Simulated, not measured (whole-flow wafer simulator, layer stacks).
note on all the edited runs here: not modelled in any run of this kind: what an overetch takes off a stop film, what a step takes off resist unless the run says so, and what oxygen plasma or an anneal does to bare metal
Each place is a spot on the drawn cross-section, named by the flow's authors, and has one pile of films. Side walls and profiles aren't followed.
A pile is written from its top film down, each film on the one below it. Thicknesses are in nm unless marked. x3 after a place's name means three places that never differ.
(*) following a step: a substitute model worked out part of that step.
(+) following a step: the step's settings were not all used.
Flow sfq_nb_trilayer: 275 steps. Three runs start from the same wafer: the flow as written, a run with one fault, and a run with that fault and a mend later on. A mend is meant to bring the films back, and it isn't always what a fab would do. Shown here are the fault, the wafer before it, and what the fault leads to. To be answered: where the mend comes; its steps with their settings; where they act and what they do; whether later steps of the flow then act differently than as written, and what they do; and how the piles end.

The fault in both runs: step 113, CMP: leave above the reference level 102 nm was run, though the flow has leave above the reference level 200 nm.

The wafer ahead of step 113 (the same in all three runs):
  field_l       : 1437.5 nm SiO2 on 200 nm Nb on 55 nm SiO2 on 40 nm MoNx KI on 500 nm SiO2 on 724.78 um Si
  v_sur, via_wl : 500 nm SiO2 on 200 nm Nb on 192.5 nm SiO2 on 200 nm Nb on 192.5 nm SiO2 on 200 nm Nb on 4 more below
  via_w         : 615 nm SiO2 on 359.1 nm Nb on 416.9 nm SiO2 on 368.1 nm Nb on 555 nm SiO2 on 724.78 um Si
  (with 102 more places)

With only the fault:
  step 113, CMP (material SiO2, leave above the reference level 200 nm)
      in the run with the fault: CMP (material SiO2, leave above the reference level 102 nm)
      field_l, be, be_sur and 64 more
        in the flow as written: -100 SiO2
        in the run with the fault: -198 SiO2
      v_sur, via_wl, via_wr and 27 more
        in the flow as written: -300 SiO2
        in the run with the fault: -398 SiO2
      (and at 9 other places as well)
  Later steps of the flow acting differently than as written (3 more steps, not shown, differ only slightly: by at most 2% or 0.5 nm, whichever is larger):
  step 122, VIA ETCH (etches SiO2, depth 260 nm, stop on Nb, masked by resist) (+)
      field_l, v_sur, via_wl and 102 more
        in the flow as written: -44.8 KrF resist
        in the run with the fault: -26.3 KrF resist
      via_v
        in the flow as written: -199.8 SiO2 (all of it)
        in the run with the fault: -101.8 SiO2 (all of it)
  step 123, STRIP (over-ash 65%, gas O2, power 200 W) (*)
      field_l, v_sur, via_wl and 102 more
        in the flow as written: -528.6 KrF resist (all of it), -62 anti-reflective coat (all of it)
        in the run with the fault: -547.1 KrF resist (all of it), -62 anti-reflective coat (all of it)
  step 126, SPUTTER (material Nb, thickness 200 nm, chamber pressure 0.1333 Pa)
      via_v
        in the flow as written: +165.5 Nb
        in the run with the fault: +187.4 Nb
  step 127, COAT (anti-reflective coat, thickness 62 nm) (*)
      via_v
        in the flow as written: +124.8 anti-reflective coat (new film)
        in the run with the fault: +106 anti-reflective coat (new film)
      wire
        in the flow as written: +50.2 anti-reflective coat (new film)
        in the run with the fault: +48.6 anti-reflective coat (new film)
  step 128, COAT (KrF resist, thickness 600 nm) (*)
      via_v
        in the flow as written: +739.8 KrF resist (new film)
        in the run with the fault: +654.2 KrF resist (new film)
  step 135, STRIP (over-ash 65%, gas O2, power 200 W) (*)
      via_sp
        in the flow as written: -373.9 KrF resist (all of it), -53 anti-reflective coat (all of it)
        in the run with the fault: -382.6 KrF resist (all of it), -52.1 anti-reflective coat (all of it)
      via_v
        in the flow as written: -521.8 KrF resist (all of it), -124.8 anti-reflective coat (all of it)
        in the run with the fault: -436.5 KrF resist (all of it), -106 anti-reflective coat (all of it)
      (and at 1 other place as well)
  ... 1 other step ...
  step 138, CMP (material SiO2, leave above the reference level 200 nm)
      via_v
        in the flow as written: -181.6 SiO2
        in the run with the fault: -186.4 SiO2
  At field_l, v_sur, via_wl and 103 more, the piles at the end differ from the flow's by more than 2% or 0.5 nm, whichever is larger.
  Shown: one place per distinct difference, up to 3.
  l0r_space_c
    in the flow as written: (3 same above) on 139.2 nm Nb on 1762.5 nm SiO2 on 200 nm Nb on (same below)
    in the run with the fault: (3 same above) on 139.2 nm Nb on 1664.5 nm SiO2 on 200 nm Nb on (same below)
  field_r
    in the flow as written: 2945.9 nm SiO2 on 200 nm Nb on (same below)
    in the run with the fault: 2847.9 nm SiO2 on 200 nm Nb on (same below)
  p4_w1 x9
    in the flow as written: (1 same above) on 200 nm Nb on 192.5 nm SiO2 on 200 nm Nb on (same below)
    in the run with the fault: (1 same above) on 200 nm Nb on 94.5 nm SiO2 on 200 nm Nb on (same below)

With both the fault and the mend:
  After step 120 comes the mend.
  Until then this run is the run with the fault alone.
  step 120a, STRIP (over-ash 65%, gas O2, power 200 W) (*)
      field_l, v_sur, via_wl and 102 more
        -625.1 KrF resist (all of it), -62 anti-reflective coat (all of it)
      via_v
        -62 anti-reflective coat (all of it)
  step 120b, PECVD (material SiO2, thickness 98 nm, 150 C, 21.78 s, RF power 183.3 W, pressure 2.4 Torr, precursor SiH4/N2O) (the flow's step 112 again, with other settings)
      field_l, v_sur, via_wl and 103 more
        +98 SiO2
  step 120c, COAT (anti-reflective coat, thickness 62 nm) (the flow's step 115 again)
      field_l, v_sur, via_wl and 103 more
        +62 anti-reflective coat (new film)
  step 120d, COAT (KrF resist, thickness 650 nm) (the flow's step 116 again)
      field_l, v_sur, via_wl and 103 more
        +650 KrF resist (new film)
  step 120e, SOFTBAKE (KrF resist) (the flow's step 117 again)
      does not change any film at any place that is followed
  step 120f, EXPOSE (photomask I3, dose 11.91 mJ/cm2, NA 0.6, wavelength 248 nm) (*) (the flow's step 118 again)
      does not change any film at any place that is followed
  step 120g, PEB (KrF resist, 90 s) (the flow's step 119 again)
      field_l, v_sur, via_wl and 103 more
        -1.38 KrF resist
  step 120h, DEVELOP (KrF resist, thickness 650 nm, 60 s) (the flow's step 120 again)
      field_l, v_sur, via_wl and 102 more
        -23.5 KrF resist
      via_v
        -648.6 KrF resist (all of it)
  None of the later steps of the flow acts differently than as written at any place that is followed.
  By the end, the piles equal the flow's at every place that both follow.
